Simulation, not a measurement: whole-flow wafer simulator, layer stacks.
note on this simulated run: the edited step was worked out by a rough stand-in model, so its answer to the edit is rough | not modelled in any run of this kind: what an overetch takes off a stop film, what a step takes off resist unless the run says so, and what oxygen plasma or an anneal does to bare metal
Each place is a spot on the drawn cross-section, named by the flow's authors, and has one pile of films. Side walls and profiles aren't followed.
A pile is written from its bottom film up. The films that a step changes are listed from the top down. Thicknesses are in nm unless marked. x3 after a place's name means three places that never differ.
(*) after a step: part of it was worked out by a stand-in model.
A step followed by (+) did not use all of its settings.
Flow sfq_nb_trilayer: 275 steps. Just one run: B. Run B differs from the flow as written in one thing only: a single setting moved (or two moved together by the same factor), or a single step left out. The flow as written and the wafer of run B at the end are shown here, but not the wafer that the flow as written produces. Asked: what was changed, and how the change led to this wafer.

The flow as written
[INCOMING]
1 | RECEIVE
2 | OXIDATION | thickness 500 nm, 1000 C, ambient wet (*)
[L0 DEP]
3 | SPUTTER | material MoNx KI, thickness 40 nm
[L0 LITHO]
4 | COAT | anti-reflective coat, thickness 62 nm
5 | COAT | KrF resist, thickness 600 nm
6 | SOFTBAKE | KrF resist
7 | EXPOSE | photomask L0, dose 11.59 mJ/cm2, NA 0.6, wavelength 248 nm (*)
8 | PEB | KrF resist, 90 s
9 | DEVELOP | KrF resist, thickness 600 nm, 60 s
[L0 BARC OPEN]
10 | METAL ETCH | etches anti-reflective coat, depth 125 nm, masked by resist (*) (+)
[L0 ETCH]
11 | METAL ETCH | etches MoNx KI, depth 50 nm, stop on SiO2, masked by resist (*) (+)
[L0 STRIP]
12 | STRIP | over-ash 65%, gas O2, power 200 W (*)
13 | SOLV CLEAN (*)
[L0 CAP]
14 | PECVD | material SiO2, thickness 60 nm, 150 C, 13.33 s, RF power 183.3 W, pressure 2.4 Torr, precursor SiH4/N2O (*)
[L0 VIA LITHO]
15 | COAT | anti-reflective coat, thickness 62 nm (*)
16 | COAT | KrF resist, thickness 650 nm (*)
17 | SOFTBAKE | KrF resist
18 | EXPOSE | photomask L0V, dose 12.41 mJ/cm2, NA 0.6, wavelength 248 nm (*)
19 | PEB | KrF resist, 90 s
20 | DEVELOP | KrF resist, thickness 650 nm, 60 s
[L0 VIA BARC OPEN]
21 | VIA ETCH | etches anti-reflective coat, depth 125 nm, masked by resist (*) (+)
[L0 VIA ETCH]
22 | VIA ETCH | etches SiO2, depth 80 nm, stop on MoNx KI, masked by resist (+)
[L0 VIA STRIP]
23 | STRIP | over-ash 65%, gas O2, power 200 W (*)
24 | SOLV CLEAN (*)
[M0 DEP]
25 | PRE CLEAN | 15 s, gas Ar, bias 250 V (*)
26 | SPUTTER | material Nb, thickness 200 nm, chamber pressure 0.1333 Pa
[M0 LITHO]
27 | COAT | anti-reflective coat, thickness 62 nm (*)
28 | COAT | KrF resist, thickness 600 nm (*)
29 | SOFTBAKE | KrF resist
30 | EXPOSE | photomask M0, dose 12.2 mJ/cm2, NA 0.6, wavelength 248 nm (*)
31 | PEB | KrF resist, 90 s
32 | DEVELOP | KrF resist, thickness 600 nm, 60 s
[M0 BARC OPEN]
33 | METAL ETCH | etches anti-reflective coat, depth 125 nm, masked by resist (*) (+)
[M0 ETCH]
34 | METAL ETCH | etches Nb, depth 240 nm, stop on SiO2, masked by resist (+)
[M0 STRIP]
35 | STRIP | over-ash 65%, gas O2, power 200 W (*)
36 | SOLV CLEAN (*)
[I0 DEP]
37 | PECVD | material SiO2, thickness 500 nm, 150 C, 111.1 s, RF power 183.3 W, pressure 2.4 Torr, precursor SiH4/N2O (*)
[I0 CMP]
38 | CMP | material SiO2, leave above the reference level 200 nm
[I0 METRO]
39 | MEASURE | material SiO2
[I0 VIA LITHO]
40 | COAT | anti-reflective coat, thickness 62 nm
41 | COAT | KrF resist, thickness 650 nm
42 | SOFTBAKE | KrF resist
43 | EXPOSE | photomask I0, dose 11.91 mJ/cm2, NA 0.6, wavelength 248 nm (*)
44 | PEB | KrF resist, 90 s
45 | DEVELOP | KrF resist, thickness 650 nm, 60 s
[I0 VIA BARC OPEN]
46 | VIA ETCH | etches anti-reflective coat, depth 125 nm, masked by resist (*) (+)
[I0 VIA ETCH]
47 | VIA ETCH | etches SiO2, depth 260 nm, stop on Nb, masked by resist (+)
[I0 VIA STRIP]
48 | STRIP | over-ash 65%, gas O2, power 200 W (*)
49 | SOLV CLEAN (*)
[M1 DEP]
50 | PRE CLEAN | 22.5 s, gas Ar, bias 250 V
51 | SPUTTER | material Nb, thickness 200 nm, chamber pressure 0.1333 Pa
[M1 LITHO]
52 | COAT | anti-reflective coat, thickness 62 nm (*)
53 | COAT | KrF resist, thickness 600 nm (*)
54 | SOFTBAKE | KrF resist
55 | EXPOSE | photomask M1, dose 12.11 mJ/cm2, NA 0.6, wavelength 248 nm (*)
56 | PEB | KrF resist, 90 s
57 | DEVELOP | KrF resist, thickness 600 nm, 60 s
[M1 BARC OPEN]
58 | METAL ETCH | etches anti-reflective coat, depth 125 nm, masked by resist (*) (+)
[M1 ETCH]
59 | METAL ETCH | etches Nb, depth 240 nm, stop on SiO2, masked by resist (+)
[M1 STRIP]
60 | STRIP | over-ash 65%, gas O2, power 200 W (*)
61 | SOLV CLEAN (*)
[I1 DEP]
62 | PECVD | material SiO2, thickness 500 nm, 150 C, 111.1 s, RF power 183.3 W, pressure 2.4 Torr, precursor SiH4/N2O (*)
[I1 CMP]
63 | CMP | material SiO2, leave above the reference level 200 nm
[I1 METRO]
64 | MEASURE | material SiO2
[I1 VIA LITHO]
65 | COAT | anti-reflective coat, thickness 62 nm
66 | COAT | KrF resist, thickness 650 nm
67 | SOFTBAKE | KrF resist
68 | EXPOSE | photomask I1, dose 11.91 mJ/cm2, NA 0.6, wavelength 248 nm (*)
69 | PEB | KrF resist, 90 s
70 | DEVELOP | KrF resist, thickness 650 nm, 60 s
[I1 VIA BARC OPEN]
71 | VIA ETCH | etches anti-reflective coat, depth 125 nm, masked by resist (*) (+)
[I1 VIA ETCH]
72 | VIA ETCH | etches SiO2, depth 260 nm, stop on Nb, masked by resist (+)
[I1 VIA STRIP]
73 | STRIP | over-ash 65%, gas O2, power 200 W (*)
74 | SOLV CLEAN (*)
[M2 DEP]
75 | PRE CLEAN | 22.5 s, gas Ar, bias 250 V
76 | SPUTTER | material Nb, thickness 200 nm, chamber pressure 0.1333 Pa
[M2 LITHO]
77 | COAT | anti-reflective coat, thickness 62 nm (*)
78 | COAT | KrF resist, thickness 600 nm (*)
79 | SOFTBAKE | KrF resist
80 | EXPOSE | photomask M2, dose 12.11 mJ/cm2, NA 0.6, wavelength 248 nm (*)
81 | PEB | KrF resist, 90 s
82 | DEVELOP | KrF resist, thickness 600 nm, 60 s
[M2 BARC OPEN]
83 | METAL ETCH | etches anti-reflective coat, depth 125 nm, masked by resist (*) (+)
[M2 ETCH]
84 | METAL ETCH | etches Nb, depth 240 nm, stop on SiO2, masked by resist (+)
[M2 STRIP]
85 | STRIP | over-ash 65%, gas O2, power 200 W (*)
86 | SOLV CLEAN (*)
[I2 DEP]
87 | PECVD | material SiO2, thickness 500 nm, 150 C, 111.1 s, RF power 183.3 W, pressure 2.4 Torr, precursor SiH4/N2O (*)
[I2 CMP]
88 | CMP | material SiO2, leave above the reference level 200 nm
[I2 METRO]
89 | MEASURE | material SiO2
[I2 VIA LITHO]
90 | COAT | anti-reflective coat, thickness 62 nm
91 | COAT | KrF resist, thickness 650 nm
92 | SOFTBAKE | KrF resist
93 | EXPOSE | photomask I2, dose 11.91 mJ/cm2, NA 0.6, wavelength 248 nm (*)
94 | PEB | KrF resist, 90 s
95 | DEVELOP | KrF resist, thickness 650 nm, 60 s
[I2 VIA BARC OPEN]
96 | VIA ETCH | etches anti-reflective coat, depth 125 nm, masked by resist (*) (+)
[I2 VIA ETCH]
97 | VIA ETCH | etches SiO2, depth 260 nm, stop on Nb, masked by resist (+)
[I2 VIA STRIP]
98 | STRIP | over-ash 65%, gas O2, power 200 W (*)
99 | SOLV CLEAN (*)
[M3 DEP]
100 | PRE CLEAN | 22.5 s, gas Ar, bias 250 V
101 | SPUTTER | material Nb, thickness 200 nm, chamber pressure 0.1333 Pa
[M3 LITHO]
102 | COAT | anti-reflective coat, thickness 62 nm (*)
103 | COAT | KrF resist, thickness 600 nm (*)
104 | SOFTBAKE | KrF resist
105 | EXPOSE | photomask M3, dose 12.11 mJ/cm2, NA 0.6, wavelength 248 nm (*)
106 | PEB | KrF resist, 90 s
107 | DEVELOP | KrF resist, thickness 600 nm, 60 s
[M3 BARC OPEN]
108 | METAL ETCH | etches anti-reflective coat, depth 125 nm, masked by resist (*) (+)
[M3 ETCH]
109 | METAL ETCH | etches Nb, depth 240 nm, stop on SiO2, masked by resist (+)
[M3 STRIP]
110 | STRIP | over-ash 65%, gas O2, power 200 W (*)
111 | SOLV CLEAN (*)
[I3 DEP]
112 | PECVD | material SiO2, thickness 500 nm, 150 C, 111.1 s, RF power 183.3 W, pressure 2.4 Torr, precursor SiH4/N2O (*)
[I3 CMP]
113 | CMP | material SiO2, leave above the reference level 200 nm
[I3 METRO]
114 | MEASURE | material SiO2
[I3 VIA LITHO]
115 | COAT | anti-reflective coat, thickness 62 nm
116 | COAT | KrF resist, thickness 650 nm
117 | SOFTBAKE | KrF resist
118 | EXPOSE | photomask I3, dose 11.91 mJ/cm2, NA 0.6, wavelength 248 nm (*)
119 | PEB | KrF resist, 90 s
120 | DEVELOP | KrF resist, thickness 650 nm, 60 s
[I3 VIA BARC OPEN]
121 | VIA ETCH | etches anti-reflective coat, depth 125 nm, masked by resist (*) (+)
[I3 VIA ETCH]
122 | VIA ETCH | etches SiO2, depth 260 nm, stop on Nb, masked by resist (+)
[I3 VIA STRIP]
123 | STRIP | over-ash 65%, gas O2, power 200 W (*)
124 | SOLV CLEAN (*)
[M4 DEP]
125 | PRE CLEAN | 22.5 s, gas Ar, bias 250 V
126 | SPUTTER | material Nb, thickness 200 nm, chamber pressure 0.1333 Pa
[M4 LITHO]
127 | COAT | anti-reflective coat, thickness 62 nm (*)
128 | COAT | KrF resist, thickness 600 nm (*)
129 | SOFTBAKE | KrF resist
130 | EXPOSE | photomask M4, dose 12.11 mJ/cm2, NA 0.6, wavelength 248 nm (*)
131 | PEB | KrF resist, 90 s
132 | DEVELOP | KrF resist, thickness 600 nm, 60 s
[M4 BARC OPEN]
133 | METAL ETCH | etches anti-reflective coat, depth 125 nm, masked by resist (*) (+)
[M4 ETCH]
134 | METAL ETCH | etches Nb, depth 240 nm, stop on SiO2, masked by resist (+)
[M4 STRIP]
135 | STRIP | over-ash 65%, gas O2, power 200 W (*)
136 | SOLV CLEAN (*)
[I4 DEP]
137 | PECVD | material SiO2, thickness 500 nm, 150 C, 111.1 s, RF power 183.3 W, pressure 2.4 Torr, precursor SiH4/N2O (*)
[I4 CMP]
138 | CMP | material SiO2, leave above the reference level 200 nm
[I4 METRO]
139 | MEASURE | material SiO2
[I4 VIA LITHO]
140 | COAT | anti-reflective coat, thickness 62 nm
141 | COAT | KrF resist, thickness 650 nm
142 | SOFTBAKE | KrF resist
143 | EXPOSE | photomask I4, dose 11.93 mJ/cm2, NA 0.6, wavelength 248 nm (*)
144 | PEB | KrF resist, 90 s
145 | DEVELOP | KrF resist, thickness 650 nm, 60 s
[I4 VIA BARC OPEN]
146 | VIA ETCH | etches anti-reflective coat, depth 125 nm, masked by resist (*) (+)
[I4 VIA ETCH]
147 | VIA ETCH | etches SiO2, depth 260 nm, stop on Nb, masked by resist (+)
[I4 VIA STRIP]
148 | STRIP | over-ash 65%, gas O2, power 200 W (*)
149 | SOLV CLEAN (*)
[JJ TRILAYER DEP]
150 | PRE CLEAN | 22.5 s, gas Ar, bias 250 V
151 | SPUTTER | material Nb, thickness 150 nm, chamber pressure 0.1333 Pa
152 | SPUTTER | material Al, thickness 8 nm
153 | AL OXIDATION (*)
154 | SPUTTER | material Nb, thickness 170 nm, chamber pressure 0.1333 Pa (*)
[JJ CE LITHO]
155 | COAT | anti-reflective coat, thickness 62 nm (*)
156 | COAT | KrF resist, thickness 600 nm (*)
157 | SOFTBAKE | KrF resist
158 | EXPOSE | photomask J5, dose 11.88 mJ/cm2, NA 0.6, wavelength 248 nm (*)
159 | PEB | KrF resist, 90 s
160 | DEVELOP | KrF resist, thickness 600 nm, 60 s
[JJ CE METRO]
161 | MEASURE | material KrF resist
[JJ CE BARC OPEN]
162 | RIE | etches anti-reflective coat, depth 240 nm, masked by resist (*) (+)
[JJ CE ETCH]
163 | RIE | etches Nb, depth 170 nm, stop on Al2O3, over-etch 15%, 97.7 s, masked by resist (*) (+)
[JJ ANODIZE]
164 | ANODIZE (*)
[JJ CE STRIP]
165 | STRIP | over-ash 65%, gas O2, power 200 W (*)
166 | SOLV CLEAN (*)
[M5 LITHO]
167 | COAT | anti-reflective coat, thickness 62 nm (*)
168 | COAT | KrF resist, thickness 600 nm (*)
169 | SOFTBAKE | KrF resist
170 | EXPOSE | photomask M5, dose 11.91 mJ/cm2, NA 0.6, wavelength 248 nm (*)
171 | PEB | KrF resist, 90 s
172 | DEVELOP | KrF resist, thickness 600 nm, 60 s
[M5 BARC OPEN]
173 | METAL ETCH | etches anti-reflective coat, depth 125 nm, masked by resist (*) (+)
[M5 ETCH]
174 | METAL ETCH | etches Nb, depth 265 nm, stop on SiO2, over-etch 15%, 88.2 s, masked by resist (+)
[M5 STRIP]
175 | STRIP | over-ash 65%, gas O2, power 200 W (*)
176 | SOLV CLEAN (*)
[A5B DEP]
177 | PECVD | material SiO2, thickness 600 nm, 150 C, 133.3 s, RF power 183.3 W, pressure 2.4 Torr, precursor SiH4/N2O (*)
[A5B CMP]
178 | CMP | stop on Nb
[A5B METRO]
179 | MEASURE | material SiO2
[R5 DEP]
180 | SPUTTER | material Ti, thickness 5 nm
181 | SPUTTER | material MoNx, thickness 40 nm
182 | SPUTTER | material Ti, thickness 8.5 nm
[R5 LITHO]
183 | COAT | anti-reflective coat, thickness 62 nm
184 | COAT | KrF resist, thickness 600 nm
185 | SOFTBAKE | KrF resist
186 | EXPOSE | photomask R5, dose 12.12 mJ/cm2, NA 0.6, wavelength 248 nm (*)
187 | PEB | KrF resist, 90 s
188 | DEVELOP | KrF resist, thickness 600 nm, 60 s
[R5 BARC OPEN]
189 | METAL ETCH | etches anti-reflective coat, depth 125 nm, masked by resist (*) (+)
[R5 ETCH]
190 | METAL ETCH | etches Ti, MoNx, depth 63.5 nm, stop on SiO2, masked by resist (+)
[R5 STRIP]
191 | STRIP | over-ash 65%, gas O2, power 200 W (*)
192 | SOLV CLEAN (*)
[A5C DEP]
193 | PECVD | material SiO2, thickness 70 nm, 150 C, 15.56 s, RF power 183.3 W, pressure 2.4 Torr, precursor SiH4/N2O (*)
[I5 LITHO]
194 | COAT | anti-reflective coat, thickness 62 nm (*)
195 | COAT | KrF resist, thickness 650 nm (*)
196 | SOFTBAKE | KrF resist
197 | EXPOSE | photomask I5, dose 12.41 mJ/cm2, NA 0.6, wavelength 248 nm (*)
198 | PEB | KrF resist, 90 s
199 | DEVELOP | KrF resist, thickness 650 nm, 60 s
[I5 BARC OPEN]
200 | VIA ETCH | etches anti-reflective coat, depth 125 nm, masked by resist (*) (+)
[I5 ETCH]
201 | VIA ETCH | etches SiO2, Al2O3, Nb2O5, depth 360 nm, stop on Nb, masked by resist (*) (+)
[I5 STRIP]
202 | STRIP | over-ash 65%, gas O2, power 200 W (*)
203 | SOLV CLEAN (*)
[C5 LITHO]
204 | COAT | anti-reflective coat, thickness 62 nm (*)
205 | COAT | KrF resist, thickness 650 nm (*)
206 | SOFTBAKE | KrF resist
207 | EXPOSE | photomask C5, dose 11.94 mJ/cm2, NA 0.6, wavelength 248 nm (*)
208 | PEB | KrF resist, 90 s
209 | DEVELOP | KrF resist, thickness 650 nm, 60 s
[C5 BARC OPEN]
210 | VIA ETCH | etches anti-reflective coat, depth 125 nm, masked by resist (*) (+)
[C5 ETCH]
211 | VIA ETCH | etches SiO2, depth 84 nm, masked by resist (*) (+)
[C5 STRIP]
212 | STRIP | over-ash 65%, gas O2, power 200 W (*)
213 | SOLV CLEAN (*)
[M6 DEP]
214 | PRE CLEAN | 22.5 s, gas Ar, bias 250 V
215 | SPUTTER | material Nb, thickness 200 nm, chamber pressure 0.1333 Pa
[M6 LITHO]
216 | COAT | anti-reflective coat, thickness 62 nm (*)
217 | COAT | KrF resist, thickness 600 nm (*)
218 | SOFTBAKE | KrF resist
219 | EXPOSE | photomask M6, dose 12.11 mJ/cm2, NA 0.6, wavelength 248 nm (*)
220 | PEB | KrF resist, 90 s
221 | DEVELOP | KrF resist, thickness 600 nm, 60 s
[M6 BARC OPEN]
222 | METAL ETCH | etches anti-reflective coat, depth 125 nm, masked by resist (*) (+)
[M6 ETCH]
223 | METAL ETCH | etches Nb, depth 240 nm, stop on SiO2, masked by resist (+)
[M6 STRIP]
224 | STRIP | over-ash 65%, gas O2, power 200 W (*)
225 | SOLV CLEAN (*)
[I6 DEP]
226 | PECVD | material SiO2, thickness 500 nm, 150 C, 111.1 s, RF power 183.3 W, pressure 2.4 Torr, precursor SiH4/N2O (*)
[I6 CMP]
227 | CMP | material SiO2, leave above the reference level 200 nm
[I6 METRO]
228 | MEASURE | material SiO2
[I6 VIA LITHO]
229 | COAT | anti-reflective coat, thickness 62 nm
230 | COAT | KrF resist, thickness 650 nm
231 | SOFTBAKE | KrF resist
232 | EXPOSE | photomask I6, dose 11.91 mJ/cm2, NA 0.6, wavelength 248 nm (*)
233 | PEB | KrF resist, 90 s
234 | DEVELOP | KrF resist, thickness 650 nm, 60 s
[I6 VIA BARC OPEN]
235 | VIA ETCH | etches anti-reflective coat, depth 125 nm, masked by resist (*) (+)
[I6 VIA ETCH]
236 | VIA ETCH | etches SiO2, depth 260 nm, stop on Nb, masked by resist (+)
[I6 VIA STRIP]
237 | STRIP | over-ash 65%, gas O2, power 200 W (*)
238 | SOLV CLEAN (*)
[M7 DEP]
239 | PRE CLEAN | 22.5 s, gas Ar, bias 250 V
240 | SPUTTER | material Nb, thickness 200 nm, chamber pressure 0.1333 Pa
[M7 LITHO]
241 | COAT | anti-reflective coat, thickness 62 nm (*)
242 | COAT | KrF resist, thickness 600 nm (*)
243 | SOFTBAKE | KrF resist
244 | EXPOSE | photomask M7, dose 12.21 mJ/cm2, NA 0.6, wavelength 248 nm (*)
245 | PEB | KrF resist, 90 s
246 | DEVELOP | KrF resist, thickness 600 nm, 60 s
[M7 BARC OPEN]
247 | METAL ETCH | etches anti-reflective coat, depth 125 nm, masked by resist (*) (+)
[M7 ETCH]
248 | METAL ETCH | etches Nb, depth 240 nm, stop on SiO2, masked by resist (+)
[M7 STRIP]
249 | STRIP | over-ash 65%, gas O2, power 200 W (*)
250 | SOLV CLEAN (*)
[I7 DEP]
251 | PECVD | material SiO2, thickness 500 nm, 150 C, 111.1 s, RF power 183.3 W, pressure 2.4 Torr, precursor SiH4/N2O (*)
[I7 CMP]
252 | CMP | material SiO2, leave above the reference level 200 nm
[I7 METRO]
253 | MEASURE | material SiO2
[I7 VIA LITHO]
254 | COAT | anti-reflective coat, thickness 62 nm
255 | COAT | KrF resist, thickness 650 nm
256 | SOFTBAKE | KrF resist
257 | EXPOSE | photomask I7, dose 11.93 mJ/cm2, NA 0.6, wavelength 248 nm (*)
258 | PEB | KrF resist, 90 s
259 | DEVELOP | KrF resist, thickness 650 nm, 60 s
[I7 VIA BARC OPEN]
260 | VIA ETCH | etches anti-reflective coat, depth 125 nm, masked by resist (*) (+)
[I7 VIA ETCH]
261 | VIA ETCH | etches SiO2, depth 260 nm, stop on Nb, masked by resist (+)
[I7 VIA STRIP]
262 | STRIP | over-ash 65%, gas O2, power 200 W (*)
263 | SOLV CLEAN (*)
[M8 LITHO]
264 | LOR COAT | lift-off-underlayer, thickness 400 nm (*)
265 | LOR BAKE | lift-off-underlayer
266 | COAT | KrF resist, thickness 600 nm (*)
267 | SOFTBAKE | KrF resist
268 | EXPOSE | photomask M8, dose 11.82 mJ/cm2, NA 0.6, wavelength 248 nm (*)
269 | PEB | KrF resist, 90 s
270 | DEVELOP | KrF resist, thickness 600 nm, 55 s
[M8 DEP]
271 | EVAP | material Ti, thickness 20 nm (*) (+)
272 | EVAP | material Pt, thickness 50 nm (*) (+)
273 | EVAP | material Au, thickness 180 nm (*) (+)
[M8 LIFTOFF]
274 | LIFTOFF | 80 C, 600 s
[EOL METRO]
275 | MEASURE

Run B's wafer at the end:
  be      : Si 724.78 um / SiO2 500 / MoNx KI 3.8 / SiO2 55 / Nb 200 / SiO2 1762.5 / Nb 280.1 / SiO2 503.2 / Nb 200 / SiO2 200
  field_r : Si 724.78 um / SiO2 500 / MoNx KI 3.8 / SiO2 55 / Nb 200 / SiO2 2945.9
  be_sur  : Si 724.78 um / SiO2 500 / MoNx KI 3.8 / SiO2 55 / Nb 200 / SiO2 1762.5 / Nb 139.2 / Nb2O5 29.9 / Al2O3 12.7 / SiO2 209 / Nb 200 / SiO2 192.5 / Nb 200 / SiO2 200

What caused this: step 11, METAL ETCH: depth 36.2 nm was run, though the flow has depth 50 nm.

Step by step, how the change led to this:
  11 | METAL ETCH | etches MoNx KI, depth 50 nm, stop on SiO2, masked by resist (*) (+)
      v_sur, via_wl, via_w and 97 more: MoNx KI loses 36.2 (in the flow as written it would be: MoNx KI loses 40 (all of it))
      field_l, l0_sur, l0v, l0r_line_l, l0r_line_c, l0r_line_r: KrF resist loses 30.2 (in the flow as written it would be: KrF resist loses 41.7)
  12 | STRIP | over-ash 65%, gas O2, power 200 W (*)
      field_l, l0_sur, l0v, l0r_line_l, l0r_line_c, l0r_line_r: KrF resist loses 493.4 (all of it), anti-reflective coat loses 62 (all of it) (in the flow as written it would be: KrF resist loses 481.9 (all of it), anti-reflective coat loses 62 (all of it))
  14 | PECVD | material SiO2, thickness 60 nm, 150 C, 13.33 s, RF power 183.3 W, pressure 2.4 Torr, precursor SiH4/N2O (*)
      v_sur, via_wl, via_w and 97 more: SiO2 gains 60 (new film) (in the flow as written it would be: SiO2 gains 60)
  27 | COAT | anti-reflective coat, thickness 62 nm (*)
      l0r_space_c: anti-reflective coat gains 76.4 (new film) (in the flow as written it would be: anti-reflective coat gains 78 (new film))
  35 | STRIP | over-ash 65%, gas O2, power 200 W (*)
      l0r_space_c: KrF resist loses 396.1 (all of it), anti-reflective coat loses 76.4 (all of it) (in the flow as written it would be: KrF resist loses 397.6 (all of it), anti-reflective coat loses 78 (all of it))
If metal films that touch count as one body, be has 4 bodies (between them, from the top down: SiO2 503.2; SiO2 1762.5; SiO2 55); the flow as written gives 3 bodies (between them, from the top down: SiO2 503.2; SiO2 1762.5).
If metal films that touch count as one body, field_r has 2 bodies (between them, from the top down: SiO2 55); the flow as written gives 1 body.
If metal films that touch count as one body, be_sur has 5 bodies (between them, from the top down: SiO2 192.5; SiO2 209 / Al2O3 12.7 / Nb2O5 29.9; SiO2 1762.5; SiO2 55); the flow as written gives 4 bodies (between them, from the top down: SiO2 192.5; SiO2 209 / Al2O3 12.7 / Nb2O5 29.9; SiO2 1762.5).
